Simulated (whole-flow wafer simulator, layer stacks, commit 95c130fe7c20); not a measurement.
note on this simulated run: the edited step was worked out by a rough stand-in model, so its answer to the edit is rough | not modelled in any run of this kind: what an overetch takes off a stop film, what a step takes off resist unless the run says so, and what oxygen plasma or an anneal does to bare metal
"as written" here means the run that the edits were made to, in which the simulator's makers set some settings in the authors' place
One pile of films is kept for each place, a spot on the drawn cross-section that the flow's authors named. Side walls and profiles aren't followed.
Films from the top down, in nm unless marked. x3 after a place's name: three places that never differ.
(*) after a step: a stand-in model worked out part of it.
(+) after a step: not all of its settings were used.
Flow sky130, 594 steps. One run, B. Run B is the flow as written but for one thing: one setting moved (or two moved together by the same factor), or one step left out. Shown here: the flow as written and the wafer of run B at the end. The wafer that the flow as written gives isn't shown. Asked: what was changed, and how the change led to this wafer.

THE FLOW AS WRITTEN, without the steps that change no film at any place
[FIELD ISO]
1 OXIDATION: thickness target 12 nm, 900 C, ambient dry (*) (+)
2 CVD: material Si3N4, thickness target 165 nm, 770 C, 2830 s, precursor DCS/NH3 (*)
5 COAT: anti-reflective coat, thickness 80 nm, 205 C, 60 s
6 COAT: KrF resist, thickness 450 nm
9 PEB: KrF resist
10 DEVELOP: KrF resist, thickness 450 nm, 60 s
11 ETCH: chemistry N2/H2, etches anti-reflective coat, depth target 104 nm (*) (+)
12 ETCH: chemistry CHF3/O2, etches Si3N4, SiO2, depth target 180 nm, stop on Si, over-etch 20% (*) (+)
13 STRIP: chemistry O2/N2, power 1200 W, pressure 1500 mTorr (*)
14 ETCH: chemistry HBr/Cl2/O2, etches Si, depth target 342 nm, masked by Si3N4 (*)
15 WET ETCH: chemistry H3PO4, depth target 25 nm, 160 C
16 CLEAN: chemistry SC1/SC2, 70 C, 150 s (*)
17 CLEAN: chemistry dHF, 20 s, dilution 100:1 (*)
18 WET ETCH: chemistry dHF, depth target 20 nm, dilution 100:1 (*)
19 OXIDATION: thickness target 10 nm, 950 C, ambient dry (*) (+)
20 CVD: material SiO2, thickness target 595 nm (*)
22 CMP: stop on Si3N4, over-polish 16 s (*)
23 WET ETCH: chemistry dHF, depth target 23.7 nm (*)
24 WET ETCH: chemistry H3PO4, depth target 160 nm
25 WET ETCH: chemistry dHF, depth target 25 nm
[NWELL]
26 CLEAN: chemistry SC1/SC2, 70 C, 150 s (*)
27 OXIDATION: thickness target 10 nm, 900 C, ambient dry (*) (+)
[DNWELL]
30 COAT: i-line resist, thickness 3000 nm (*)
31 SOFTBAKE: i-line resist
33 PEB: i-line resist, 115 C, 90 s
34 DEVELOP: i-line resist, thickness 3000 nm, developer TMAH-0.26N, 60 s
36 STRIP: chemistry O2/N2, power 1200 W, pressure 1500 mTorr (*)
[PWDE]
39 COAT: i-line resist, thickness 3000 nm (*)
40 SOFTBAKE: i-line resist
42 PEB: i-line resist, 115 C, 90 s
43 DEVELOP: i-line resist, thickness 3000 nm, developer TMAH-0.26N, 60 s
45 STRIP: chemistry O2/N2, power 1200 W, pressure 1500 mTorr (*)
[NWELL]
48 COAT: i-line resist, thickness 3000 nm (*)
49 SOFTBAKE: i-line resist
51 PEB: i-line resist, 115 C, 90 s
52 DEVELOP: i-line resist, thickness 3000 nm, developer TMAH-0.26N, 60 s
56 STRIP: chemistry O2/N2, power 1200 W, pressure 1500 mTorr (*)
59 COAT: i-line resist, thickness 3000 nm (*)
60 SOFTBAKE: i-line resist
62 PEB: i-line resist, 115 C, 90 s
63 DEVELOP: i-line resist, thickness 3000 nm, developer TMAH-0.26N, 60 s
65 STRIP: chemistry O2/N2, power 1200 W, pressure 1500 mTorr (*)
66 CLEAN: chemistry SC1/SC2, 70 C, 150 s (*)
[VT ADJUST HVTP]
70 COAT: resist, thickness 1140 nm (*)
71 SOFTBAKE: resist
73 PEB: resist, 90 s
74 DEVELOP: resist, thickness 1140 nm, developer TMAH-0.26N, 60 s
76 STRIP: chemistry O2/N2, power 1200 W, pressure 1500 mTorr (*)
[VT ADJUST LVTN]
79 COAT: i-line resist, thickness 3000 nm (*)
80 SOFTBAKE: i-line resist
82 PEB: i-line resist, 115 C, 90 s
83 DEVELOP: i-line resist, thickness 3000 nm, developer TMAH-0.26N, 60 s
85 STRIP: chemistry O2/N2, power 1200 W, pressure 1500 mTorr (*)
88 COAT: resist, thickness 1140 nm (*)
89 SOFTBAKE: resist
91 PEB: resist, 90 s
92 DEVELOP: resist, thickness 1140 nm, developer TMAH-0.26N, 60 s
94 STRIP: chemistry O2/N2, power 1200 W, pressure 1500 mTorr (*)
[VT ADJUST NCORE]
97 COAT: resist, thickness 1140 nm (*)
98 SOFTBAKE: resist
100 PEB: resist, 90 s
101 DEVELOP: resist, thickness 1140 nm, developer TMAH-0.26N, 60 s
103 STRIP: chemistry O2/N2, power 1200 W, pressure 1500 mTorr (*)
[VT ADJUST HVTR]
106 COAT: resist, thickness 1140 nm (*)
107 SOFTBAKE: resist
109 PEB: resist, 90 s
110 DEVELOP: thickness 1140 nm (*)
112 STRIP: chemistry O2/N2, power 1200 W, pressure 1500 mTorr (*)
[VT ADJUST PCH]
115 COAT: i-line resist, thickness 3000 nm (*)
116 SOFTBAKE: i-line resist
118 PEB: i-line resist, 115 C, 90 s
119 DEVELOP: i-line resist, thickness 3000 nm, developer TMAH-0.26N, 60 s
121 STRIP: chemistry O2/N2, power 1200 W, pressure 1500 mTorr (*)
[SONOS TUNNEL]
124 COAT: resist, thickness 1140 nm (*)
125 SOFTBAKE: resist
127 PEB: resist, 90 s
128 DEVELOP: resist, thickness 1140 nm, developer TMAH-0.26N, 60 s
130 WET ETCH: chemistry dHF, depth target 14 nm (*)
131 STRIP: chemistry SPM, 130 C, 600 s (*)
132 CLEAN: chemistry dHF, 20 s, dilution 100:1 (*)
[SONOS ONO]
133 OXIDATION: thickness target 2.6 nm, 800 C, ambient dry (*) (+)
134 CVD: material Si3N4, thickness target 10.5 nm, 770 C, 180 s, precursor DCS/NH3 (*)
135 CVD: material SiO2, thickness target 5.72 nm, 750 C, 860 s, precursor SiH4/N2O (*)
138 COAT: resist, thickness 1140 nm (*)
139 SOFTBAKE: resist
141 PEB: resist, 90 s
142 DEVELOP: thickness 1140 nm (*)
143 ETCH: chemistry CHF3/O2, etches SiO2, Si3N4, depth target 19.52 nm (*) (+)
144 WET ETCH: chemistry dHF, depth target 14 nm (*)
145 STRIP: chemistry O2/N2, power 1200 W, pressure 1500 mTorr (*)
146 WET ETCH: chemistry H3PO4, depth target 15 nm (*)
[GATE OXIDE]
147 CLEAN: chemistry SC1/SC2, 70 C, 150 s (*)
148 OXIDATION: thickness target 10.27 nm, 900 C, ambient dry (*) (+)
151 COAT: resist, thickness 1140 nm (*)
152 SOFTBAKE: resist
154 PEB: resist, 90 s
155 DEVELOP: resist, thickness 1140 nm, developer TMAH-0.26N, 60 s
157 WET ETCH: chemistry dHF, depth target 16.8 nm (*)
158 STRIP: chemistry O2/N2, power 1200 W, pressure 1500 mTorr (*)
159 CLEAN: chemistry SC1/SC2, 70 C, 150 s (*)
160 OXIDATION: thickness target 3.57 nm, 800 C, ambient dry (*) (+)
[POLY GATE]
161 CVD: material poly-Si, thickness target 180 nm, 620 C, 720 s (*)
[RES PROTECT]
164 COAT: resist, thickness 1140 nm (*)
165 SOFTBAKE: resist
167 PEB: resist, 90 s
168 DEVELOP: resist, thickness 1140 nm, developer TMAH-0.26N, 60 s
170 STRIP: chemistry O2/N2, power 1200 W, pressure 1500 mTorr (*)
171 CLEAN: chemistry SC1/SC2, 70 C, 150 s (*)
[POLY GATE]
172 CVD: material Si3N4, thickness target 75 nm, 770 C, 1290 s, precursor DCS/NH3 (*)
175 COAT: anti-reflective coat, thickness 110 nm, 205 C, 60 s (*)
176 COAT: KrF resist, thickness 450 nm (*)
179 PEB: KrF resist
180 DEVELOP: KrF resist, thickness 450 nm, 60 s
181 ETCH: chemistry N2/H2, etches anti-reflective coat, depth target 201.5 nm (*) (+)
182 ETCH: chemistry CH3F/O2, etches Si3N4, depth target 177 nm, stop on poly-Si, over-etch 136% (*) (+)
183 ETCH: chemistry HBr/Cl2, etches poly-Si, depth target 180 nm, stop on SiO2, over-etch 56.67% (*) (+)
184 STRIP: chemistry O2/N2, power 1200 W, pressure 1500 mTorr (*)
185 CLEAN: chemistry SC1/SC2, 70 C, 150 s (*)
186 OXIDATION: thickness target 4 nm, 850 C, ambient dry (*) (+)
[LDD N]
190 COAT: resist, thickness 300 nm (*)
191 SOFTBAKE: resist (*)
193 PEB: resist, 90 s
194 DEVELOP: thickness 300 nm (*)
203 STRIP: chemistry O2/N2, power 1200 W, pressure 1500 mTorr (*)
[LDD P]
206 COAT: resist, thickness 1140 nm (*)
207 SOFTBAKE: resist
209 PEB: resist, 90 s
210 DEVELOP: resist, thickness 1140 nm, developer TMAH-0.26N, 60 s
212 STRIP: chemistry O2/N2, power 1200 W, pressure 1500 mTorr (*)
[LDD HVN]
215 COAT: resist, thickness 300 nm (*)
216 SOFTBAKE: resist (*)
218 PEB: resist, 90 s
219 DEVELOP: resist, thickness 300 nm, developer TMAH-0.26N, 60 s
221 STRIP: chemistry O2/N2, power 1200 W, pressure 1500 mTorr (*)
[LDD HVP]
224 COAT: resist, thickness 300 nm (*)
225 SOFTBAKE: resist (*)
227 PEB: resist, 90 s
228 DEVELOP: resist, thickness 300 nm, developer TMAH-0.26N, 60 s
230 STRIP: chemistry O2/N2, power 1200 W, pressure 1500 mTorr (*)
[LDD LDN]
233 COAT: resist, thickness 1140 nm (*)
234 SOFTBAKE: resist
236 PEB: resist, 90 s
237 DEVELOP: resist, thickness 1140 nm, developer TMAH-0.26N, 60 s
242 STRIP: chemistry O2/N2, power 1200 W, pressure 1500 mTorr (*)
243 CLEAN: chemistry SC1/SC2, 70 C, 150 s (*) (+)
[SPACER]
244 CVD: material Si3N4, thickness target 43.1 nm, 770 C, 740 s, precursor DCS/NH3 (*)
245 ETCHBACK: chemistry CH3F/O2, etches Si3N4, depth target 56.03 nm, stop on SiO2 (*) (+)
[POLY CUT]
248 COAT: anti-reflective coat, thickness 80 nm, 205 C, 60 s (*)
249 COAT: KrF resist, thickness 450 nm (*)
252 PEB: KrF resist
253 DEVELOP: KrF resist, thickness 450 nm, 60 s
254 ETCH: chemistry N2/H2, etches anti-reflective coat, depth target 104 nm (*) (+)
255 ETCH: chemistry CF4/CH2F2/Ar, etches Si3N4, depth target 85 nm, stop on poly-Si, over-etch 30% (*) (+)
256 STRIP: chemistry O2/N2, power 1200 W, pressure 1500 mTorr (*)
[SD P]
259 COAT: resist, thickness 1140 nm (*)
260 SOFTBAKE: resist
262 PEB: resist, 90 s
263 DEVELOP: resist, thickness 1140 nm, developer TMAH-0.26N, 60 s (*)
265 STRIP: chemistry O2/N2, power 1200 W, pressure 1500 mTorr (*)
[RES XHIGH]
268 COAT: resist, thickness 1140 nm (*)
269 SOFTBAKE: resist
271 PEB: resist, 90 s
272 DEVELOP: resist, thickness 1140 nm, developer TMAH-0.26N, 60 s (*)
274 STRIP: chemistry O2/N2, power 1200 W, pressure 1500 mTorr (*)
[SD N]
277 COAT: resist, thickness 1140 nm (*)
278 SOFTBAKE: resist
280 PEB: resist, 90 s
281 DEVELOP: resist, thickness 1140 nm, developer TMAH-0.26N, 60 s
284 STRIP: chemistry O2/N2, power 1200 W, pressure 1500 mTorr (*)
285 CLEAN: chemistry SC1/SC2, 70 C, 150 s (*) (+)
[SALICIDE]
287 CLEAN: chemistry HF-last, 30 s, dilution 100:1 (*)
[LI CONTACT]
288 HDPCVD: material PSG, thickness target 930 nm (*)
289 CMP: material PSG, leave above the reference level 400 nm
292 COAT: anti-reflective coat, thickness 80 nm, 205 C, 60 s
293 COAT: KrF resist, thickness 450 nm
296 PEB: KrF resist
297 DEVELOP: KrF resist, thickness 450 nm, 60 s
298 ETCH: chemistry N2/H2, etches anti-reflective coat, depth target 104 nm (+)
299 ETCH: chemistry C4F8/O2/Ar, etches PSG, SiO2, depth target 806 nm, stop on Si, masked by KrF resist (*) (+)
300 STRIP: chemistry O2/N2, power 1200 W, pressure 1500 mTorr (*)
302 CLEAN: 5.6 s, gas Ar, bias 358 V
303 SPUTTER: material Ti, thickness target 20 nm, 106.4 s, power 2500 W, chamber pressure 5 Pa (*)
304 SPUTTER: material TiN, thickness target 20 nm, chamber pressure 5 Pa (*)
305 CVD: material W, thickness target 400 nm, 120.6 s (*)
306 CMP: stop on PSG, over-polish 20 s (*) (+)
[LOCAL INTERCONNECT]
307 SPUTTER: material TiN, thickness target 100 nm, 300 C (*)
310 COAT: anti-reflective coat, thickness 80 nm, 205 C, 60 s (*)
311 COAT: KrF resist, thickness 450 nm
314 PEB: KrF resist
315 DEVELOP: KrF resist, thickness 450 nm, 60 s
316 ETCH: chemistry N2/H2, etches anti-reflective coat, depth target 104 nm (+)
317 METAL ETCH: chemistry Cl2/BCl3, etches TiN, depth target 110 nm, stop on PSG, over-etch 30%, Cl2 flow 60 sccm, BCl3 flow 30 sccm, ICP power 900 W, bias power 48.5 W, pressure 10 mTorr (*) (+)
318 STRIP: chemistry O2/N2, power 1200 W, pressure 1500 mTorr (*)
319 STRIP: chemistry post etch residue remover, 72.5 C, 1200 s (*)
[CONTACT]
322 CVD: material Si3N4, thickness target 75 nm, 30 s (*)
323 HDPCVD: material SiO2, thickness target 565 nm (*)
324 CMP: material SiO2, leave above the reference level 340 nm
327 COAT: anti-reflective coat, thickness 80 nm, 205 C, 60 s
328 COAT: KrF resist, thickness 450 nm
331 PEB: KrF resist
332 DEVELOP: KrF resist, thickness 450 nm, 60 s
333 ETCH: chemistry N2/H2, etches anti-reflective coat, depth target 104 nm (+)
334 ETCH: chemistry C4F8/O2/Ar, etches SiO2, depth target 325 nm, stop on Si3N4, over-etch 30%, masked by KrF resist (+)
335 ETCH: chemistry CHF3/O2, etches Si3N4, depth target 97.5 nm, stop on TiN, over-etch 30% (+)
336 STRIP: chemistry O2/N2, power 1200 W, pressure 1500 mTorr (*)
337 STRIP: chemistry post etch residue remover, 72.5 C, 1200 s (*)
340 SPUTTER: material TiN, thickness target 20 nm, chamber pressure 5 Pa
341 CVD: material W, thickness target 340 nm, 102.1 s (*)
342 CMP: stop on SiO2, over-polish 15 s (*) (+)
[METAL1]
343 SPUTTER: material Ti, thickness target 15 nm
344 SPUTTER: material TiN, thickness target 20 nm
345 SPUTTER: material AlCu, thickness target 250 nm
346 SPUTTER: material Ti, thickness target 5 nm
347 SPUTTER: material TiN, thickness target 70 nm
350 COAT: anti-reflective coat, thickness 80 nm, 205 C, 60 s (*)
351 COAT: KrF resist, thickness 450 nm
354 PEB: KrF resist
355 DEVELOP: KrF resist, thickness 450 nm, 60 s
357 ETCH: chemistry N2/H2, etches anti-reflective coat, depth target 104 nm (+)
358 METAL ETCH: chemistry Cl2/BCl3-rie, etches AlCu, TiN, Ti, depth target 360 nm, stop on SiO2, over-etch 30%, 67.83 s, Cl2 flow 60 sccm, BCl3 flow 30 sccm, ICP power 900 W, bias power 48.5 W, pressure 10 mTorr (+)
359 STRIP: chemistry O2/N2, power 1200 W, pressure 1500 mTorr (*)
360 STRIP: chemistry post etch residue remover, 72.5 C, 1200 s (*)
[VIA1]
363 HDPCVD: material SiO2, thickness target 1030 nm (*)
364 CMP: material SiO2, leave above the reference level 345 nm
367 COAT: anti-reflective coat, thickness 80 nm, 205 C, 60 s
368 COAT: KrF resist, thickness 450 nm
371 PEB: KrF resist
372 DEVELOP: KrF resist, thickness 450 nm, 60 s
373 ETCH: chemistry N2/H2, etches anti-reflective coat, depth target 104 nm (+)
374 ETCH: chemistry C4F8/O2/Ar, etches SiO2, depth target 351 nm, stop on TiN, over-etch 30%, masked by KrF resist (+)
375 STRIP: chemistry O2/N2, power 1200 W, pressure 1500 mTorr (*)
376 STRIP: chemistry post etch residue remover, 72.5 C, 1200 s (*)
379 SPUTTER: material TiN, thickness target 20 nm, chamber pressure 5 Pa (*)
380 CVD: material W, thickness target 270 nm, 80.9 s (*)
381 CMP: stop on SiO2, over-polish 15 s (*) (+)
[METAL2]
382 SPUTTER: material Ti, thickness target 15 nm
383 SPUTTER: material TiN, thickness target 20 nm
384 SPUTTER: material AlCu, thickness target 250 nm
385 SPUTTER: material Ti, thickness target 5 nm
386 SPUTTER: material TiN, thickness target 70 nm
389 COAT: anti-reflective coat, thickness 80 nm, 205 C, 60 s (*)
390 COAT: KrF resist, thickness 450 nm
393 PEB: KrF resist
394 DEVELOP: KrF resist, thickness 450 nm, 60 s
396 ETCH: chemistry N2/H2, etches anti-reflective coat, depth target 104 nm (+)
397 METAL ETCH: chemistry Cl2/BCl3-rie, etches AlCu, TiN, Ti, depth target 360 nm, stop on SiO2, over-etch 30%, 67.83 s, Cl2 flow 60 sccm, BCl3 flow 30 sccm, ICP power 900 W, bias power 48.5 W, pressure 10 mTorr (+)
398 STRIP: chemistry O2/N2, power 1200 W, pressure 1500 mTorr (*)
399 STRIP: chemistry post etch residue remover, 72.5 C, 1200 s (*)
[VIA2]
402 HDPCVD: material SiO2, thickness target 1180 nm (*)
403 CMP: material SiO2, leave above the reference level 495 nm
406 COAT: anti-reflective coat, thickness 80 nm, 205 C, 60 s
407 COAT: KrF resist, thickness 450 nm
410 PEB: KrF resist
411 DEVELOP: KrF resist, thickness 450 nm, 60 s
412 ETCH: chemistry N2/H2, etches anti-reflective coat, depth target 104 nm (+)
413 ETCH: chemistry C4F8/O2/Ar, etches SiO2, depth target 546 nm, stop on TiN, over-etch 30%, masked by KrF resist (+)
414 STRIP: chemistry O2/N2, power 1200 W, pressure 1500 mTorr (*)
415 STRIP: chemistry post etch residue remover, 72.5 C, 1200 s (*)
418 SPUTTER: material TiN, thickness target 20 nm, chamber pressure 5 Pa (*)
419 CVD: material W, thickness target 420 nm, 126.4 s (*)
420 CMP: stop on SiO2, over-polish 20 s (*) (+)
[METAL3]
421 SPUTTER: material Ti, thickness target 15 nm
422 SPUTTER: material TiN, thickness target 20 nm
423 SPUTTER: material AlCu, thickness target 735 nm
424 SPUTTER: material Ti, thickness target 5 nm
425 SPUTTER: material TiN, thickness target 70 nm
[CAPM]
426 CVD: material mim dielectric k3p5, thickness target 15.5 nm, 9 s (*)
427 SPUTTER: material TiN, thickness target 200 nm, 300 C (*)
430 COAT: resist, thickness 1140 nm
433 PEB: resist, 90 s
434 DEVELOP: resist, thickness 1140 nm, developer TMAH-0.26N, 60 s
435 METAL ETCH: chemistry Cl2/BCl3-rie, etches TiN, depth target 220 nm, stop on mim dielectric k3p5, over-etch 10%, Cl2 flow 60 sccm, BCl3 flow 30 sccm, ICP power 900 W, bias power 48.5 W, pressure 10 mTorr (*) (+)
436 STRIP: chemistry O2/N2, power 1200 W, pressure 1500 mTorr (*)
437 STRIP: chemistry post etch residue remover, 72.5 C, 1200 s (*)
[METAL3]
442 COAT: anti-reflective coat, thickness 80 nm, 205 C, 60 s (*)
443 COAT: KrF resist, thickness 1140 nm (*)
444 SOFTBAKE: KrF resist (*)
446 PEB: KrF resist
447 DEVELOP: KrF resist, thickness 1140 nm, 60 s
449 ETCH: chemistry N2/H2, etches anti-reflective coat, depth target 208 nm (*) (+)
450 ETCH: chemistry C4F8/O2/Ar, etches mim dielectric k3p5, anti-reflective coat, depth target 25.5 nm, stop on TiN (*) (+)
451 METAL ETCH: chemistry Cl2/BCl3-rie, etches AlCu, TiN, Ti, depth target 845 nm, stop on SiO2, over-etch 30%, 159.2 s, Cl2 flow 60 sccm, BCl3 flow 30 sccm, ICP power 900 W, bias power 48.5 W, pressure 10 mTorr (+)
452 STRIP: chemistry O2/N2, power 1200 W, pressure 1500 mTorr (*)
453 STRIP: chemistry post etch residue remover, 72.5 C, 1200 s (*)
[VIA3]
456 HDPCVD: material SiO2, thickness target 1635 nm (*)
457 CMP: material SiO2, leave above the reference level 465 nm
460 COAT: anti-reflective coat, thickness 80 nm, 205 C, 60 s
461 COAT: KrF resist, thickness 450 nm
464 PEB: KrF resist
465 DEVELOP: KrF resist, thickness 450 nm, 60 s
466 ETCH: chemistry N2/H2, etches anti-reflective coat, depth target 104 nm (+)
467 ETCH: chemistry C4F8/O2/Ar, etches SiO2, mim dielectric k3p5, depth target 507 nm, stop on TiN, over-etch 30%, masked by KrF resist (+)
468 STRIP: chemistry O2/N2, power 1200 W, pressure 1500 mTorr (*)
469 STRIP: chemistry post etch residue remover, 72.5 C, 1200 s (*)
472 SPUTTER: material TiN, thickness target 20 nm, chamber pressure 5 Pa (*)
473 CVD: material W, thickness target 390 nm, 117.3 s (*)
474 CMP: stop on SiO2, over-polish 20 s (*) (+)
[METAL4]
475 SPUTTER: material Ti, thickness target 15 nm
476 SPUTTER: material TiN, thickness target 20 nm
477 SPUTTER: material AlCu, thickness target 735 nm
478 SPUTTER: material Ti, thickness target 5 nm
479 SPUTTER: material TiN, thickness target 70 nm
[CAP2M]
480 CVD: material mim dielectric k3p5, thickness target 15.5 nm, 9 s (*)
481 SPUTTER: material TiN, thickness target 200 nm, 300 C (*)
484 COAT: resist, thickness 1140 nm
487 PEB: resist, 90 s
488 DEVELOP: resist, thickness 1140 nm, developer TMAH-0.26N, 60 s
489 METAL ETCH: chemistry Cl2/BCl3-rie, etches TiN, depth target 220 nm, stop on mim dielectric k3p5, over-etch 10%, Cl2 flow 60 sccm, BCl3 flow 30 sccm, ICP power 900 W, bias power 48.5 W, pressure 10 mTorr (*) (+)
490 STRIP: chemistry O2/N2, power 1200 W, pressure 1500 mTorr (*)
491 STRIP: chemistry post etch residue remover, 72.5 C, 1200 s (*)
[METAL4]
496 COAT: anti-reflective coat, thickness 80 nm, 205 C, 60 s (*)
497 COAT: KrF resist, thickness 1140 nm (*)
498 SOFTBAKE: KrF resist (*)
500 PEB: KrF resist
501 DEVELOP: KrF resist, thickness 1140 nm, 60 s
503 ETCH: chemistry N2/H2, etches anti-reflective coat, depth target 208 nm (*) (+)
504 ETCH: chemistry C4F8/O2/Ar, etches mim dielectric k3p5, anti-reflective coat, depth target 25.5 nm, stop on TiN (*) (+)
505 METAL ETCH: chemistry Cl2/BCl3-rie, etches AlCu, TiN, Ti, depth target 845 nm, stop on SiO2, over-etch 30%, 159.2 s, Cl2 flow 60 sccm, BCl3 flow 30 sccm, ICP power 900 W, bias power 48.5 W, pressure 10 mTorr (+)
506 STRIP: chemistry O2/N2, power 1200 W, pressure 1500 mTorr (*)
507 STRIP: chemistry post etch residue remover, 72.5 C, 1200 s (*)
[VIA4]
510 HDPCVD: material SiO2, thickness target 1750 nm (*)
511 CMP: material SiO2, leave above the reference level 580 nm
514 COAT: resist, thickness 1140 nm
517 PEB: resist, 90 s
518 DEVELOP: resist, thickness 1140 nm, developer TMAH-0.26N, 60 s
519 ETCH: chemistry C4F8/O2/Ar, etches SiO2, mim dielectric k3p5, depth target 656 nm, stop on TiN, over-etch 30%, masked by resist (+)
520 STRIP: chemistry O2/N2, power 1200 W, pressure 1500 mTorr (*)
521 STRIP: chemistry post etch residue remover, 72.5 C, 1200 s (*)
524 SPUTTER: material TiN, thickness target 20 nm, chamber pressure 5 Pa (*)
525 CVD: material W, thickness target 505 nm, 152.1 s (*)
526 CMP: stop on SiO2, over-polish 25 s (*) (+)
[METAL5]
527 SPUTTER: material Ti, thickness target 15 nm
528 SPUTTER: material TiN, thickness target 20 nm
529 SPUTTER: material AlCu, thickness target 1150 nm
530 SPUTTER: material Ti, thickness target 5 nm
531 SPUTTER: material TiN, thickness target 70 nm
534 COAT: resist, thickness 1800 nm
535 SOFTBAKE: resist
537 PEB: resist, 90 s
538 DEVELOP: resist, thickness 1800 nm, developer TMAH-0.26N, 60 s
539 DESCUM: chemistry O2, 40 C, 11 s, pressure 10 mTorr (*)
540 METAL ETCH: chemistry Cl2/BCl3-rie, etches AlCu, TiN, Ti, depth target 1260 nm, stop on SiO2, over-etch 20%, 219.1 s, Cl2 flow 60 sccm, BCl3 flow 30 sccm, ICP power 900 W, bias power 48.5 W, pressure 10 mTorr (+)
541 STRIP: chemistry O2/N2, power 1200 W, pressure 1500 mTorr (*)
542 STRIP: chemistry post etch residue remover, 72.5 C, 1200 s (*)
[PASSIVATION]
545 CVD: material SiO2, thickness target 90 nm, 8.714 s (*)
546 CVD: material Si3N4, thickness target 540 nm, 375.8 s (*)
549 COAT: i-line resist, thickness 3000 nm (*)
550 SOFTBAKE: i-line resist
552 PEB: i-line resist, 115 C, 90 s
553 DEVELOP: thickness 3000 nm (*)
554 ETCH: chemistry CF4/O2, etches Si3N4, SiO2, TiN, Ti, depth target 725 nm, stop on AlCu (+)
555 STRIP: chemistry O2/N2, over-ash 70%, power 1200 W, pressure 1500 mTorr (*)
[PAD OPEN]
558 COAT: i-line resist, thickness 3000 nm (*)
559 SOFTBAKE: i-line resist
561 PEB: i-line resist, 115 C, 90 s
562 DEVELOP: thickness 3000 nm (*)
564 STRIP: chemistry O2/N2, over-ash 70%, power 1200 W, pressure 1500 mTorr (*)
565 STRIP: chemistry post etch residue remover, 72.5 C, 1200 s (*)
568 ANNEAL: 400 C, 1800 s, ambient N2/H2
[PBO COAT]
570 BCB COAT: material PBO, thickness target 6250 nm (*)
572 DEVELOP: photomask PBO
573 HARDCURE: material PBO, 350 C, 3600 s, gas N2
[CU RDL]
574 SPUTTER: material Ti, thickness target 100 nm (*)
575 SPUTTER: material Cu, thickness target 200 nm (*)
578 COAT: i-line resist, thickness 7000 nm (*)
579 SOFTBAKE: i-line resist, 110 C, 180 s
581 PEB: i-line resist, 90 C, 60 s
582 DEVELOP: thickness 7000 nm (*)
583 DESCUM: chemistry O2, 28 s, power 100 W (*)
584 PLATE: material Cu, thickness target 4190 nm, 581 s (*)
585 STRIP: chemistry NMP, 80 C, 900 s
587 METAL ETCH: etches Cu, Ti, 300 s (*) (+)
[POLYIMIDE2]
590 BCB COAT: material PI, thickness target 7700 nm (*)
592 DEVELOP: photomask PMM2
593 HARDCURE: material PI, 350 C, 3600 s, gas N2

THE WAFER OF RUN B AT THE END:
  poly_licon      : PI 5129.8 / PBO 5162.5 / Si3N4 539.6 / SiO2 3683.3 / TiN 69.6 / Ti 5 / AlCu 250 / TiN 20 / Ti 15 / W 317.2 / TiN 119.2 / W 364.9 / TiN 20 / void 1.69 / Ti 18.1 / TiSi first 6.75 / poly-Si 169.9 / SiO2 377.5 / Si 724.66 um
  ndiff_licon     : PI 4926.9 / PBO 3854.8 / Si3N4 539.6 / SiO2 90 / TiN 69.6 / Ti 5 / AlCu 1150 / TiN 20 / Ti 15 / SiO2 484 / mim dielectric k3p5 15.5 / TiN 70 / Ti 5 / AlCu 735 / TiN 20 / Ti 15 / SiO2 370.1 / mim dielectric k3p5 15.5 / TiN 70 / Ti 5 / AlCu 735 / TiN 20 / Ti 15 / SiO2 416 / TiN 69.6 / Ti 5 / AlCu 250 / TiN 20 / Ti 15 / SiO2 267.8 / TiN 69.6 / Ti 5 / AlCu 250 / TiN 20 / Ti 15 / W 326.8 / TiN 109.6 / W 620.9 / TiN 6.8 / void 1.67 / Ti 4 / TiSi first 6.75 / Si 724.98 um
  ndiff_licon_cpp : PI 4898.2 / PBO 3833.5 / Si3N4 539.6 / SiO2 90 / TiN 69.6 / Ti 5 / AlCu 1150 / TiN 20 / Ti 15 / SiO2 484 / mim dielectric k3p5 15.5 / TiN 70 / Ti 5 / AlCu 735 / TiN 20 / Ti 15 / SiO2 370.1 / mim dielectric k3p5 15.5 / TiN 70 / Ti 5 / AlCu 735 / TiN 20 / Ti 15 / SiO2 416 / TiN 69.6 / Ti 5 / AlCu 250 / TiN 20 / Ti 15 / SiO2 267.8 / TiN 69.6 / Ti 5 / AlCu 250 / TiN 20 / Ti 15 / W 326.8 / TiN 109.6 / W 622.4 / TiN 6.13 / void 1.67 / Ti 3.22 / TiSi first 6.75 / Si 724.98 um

The cause: step 303, SPUTTER: thickness target 22 nm was run, where the flow has thickness target 20 nm.

How the change led to this, step by step:
  303 SPUTTER: material Ti, thickness target 20 nm, 106.4 s, power 2500 W, chamber pressure 5 Pa (*)
      field, active, n_well and 185 more: Ti +22 (new film) (as written it would be: Ti +20 (new film))
      ndiff_licon: Ti +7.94 (new film) (as written it would be: Ti +7.24 (new film))
      (and at 2 more places)
  306 CMP: stop on PSG, over-polish 20 s (*) (+)
      field, active, n_well and 184 more: W -400 (all of it), TiN -20 (all of it), Ti -22 (all of it), PSG -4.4 (as written it would be: W -400 (all of it), TiN -20 (all of it), Ti -20 (all of it), PSG -4.4)
      poly_licon: W -35.1 (as written it would be: W -33.1)
